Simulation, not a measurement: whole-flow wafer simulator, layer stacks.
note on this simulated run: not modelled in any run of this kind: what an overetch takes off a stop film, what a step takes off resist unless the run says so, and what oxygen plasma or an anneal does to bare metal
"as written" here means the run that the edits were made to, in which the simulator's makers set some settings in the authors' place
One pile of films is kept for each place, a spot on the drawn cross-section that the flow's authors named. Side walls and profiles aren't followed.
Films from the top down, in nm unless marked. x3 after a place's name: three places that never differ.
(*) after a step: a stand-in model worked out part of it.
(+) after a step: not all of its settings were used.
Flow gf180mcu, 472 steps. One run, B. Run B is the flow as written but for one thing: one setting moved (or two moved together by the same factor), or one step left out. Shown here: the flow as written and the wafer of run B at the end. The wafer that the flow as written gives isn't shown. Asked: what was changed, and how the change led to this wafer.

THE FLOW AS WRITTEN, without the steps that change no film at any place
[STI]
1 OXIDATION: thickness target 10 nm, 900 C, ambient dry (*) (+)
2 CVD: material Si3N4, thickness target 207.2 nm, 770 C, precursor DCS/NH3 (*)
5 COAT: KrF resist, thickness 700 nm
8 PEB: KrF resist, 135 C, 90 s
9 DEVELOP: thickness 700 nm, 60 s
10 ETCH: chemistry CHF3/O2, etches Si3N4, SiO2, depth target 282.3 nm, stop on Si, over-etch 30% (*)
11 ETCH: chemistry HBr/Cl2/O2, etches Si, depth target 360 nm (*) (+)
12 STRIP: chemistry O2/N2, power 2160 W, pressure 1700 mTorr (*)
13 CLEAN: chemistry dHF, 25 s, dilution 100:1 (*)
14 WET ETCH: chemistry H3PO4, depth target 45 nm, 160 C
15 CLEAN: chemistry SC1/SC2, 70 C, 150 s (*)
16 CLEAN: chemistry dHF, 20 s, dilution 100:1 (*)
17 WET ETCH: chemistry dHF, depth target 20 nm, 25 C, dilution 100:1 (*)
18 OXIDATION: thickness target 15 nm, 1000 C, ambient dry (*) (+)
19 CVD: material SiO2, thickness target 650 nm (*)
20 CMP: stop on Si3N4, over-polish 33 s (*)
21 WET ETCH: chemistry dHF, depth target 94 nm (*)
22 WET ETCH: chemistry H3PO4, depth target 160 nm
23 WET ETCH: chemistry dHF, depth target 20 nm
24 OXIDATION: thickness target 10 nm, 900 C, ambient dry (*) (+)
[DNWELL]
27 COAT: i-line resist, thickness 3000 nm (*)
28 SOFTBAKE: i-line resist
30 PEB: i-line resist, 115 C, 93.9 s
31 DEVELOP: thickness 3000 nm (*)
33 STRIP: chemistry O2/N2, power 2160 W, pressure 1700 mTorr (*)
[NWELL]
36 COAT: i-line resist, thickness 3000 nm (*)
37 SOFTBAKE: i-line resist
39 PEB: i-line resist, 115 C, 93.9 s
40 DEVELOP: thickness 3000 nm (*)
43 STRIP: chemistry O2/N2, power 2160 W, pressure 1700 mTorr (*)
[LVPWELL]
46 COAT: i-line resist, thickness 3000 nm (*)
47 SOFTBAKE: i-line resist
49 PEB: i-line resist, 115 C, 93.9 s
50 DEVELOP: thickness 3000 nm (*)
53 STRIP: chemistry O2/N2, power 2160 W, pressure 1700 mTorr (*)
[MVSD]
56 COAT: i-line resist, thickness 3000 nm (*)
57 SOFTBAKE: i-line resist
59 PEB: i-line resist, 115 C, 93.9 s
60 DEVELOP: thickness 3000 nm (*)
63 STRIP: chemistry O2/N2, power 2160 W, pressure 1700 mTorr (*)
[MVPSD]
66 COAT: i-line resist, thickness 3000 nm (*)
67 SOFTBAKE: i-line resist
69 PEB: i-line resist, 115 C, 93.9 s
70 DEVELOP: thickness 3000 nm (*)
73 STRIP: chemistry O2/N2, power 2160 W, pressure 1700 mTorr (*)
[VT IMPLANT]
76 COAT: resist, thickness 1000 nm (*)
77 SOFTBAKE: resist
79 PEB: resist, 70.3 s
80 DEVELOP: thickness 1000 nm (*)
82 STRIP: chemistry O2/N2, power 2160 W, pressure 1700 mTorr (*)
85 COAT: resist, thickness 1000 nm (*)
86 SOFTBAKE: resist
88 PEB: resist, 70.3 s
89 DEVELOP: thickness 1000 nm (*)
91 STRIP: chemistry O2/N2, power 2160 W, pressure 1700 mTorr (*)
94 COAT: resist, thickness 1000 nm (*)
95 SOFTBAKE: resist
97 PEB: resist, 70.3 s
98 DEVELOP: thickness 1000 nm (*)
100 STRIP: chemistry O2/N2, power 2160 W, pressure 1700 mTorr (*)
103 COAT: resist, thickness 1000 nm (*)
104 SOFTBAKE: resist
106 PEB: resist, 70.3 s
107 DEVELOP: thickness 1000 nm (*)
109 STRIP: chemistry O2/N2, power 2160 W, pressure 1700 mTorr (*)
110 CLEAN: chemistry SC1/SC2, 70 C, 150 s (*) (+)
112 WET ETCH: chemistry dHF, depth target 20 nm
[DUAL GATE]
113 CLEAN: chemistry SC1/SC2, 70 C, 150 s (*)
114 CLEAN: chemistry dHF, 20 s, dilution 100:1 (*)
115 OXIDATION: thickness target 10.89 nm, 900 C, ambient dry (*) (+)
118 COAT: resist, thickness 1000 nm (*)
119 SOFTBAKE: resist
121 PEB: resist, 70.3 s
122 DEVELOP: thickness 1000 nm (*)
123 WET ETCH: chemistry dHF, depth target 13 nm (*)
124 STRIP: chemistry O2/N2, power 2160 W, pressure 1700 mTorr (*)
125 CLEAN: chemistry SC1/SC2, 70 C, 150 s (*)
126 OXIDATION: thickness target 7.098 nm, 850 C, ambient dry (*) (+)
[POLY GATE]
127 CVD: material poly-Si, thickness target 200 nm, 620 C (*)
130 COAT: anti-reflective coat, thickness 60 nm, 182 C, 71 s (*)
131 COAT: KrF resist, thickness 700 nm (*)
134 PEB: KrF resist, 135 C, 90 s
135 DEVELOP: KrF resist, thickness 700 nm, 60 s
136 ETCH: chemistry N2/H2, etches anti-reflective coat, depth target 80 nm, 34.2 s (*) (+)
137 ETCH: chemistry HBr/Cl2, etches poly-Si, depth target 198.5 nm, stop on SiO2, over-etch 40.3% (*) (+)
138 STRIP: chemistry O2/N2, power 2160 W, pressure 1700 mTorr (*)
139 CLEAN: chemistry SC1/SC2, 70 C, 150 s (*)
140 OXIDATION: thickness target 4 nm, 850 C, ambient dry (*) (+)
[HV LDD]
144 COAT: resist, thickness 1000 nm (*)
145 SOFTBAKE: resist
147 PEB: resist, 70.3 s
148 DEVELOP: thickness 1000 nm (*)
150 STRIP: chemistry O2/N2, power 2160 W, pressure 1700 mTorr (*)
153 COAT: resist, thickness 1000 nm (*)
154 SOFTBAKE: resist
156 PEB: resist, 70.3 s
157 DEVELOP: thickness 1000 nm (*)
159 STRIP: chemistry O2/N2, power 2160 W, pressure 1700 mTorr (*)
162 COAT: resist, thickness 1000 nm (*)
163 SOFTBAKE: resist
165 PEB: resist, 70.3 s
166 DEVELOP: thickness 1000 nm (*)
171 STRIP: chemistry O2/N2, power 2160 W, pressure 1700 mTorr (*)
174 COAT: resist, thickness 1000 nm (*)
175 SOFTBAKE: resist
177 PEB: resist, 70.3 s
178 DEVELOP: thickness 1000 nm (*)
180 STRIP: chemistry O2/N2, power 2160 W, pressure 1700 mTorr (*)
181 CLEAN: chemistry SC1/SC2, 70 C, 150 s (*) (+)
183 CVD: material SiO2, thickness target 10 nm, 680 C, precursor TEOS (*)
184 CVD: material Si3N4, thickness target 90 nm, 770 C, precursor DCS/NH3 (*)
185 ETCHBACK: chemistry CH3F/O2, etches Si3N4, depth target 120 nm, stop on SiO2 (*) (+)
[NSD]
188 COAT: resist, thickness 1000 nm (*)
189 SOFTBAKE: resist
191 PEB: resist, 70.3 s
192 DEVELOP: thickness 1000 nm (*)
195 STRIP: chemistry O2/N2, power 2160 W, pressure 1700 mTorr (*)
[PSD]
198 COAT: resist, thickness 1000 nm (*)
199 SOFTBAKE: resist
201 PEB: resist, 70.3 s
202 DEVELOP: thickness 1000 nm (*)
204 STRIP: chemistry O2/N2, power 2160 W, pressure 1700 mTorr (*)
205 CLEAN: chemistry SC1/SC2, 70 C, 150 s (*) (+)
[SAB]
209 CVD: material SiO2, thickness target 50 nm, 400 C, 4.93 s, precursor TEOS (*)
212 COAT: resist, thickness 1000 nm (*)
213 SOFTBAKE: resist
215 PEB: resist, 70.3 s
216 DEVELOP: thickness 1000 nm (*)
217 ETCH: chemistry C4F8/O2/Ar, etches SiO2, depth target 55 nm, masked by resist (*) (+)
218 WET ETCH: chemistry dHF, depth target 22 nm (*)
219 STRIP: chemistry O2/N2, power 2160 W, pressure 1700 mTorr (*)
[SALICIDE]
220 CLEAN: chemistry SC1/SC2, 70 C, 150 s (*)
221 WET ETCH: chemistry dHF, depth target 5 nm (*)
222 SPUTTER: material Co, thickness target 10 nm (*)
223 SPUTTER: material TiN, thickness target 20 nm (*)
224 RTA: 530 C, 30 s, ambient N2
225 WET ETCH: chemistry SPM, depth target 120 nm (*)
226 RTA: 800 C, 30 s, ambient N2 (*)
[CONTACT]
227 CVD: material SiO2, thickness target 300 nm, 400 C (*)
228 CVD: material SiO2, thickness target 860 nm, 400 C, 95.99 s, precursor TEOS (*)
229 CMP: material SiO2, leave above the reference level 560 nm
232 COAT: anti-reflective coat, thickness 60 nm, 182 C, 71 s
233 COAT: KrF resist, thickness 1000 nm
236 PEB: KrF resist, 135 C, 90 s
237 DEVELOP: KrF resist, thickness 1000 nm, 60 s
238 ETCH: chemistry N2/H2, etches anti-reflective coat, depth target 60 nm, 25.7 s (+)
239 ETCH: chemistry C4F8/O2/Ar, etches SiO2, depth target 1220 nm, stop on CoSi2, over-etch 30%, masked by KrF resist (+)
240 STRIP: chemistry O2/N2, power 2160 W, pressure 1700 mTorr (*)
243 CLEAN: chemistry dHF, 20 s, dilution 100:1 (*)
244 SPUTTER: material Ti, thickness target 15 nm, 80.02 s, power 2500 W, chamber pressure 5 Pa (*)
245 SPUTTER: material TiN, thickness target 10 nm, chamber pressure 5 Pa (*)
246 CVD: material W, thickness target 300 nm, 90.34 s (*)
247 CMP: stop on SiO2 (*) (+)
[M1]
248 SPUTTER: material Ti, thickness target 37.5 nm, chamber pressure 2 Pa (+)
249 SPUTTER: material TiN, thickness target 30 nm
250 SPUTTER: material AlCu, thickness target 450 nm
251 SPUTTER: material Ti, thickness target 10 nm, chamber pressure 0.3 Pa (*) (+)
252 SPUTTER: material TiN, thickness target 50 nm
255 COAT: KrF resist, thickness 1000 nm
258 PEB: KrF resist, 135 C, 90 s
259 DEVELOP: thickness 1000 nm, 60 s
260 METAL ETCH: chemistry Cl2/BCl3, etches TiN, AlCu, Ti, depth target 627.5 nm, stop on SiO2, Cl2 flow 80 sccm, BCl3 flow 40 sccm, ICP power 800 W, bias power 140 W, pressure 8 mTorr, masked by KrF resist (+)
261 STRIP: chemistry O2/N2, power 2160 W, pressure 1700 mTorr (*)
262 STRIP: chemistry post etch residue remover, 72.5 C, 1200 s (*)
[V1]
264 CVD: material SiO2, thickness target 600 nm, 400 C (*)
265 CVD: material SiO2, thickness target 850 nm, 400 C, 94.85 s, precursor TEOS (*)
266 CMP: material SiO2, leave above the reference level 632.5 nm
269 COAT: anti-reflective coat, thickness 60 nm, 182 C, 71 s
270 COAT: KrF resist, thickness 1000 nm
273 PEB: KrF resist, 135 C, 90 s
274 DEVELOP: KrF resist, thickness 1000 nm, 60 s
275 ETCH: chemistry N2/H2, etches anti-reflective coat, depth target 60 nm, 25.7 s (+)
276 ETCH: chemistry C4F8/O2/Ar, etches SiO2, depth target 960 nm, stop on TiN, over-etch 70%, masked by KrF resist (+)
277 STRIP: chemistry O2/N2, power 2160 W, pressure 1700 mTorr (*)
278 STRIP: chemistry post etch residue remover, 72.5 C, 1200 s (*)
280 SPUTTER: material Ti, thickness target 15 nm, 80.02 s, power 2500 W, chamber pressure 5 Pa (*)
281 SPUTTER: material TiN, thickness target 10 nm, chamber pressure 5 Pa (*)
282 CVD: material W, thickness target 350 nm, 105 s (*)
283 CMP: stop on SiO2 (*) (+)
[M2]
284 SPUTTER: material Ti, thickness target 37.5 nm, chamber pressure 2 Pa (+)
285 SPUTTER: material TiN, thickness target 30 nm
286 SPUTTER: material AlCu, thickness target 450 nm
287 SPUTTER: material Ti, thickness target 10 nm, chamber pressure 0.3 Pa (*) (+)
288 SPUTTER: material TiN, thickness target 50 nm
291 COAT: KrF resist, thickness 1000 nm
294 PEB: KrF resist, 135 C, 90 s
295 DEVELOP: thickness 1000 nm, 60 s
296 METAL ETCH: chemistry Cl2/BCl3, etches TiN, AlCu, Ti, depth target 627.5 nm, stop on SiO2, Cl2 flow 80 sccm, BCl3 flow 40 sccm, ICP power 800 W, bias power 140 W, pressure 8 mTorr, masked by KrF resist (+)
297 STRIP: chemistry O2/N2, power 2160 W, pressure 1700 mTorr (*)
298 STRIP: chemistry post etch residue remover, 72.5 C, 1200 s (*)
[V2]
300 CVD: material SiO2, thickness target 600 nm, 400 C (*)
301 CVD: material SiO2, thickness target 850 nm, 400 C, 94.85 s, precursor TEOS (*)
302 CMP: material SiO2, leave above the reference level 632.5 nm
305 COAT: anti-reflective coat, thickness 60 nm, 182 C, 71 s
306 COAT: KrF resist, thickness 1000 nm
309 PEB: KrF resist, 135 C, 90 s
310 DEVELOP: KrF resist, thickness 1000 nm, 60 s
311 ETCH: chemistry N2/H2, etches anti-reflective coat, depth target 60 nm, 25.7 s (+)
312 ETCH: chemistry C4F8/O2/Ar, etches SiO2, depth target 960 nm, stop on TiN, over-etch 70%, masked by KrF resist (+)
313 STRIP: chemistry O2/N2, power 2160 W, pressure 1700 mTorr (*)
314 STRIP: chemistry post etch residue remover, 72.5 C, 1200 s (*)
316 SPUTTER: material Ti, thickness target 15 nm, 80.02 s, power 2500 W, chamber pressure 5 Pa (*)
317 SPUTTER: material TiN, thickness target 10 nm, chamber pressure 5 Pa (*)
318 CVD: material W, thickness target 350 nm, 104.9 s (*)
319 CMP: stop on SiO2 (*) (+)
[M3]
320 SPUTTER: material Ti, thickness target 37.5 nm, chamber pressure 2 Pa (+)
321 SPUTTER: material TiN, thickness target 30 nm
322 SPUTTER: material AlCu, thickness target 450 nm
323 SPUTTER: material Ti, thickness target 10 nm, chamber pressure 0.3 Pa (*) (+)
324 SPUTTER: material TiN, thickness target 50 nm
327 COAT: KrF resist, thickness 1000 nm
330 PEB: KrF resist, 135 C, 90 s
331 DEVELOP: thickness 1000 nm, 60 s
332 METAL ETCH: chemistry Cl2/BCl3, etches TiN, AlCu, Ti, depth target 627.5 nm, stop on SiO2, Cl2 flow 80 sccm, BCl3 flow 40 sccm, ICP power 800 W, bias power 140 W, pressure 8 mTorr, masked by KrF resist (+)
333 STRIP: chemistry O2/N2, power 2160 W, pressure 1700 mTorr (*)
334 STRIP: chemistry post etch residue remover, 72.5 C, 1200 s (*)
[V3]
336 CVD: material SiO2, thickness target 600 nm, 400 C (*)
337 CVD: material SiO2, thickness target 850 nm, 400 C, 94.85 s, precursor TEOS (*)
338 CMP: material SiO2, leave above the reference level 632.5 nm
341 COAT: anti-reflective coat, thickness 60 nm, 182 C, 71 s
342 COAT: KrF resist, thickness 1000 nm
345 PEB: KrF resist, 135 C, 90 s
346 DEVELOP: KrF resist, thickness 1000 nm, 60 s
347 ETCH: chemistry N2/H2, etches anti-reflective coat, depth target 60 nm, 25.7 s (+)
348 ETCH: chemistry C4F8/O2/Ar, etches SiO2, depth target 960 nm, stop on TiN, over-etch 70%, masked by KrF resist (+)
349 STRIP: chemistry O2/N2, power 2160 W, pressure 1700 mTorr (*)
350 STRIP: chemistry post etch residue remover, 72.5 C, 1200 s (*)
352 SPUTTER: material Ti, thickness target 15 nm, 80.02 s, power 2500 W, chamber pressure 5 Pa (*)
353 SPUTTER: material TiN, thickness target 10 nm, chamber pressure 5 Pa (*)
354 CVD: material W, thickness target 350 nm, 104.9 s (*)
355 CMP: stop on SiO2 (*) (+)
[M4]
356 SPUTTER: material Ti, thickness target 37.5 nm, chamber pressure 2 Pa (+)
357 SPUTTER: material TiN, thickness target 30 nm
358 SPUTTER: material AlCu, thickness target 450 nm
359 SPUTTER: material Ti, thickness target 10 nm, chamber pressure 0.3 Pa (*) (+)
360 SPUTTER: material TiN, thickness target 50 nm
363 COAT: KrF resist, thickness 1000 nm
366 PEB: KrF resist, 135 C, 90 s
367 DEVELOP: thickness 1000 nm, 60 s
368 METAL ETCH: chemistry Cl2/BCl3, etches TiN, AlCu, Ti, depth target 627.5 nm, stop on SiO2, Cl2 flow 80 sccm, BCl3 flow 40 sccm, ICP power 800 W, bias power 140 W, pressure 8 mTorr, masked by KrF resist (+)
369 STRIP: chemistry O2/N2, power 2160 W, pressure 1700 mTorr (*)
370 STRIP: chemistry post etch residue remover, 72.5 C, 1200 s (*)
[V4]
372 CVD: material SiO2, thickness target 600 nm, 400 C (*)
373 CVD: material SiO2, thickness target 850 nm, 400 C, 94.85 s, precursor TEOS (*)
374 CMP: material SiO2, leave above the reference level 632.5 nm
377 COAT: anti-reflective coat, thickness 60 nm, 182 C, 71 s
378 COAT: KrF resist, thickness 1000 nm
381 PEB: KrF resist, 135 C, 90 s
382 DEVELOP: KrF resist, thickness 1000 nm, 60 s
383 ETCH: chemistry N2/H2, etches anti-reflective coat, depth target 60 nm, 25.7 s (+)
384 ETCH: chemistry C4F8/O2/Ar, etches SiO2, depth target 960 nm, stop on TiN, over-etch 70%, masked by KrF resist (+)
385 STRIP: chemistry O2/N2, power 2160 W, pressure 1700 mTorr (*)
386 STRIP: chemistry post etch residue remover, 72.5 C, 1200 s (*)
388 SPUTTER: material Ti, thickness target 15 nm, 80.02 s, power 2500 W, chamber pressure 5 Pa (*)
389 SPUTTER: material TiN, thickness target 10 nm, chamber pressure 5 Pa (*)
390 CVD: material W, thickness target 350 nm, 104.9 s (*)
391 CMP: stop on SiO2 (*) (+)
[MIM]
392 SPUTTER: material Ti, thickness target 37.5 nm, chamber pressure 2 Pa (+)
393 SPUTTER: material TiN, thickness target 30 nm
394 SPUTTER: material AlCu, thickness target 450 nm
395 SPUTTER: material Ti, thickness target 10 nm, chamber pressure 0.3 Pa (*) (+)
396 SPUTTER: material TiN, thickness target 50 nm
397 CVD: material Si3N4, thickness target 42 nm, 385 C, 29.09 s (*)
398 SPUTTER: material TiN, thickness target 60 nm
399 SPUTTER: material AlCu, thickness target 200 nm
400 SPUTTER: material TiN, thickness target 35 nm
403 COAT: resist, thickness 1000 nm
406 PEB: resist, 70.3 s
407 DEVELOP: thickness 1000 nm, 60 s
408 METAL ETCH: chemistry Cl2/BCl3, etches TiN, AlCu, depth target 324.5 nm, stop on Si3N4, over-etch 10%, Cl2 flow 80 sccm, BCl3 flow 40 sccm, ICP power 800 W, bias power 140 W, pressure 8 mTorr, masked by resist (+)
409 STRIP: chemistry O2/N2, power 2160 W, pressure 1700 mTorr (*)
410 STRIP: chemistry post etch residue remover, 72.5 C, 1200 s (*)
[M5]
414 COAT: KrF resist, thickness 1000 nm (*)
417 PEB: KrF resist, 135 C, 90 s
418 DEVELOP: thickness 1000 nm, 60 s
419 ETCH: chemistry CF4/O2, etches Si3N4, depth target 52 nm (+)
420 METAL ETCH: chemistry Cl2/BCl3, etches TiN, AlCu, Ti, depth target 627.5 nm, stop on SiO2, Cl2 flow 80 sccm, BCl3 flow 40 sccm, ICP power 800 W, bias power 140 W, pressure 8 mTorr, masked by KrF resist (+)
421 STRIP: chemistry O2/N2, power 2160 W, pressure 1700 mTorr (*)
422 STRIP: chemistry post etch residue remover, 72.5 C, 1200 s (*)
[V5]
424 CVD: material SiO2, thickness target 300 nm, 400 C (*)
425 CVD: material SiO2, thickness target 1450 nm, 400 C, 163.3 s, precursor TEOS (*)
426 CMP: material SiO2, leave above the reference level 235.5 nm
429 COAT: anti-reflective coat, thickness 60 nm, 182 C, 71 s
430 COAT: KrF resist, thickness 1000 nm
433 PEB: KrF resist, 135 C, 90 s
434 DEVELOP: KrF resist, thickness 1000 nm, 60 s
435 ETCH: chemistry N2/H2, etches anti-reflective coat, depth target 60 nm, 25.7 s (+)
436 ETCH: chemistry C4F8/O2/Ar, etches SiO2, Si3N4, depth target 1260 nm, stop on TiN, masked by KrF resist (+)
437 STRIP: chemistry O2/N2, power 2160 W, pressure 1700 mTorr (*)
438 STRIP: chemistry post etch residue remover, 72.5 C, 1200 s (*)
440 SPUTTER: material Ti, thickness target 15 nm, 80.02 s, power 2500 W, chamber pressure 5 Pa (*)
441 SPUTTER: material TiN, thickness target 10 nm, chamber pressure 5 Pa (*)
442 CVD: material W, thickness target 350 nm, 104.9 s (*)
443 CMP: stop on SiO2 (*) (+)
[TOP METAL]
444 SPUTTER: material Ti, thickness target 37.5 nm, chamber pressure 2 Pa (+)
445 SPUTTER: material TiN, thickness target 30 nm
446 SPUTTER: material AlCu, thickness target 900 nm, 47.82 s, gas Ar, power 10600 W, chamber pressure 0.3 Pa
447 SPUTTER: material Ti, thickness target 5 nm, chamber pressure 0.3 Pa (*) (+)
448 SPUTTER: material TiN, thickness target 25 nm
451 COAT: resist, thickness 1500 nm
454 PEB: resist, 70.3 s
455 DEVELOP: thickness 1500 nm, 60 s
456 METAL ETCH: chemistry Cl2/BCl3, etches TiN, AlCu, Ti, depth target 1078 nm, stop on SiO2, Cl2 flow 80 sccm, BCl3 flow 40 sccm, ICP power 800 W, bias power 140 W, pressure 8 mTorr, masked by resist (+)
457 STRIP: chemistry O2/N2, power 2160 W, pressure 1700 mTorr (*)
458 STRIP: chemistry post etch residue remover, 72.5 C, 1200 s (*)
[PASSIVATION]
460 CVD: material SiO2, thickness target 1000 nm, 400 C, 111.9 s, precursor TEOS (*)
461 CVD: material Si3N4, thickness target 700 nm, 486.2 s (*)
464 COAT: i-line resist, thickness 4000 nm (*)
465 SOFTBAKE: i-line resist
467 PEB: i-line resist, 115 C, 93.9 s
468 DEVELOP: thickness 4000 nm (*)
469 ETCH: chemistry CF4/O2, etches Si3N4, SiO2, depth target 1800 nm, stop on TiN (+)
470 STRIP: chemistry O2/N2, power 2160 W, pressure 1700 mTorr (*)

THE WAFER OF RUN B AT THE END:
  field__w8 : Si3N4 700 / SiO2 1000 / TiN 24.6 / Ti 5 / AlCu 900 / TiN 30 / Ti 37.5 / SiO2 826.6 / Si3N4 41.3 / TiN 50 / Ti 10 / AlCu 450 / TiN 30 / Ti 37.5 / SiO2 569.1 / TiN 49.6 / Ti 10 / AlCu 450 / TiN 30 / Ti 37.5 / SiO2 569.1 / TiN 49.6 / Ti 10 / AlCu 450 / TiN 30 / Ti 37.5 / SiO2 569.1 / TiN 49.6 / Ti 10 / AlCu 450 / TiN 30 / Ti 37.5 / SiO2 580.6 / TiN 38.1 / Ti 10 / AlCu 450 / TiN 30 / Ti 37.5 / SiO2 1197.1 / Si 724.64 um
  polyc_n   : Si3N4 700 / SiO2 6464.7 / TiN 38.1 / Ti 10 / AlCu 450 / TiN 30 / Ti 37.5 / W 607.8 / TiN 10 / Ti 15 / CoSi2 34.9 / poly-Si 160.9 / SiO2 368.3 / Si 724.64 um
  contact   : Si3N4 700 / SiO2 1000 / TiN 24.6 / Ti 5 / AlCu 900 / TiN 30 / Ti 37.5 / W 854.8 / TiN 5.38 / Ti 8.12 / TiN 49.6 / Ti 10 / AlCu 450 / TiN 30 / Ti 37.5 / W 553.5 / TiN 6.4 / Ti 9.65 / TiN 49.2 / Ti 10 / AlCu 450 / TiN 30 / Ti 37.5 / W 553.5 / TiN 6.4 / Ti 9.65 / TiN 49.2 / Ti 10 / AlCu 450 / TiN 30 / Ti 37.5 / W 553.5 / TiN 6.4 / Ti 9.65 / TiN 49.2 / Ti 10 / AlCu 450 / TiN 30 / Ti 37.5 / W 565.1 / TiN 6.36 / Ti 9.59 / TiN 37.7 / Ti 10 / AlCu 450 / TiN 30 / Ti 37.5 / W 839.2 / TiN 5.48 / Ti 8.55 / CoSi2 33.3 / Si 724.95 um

The cause: step 252, SPUTTER: thickness target 38.5 nm was run, where the flow has thickness target 50 nm.

How the change led to this, step by step:
  252 SPUTTER: material TiN, thickness target 50 nm
      field, field__w1, field__w2 and 108 more: TiN +38.5 (new film) (as written it would be: TiN +50 (new film))
  260 METAL ETCH: chemistry Cl2/BCl3, etches TiN, AlCu, Ti, depth target 627.5 nm, stop on SiO2, Cl2 flow 80 sccm, BCl3 flow 40 sccm, ICP power 800 W, bias power 140 W, pressure 8 mTorr, masked by KrF resist (+)
      field, field__w1, field__w2 and 99 more: TiN -38.5 (all of it), Ti -10 (all of it), AlCu -450 (all of it), TiN -30 (all of it), Ti -37.5 (all of it) (as written it would be: TiN -50 (all of it), Ti -10 (all of it), AlCu -450 (all of it), TiN -30 (all of it), Ti -37.5 (all of it))
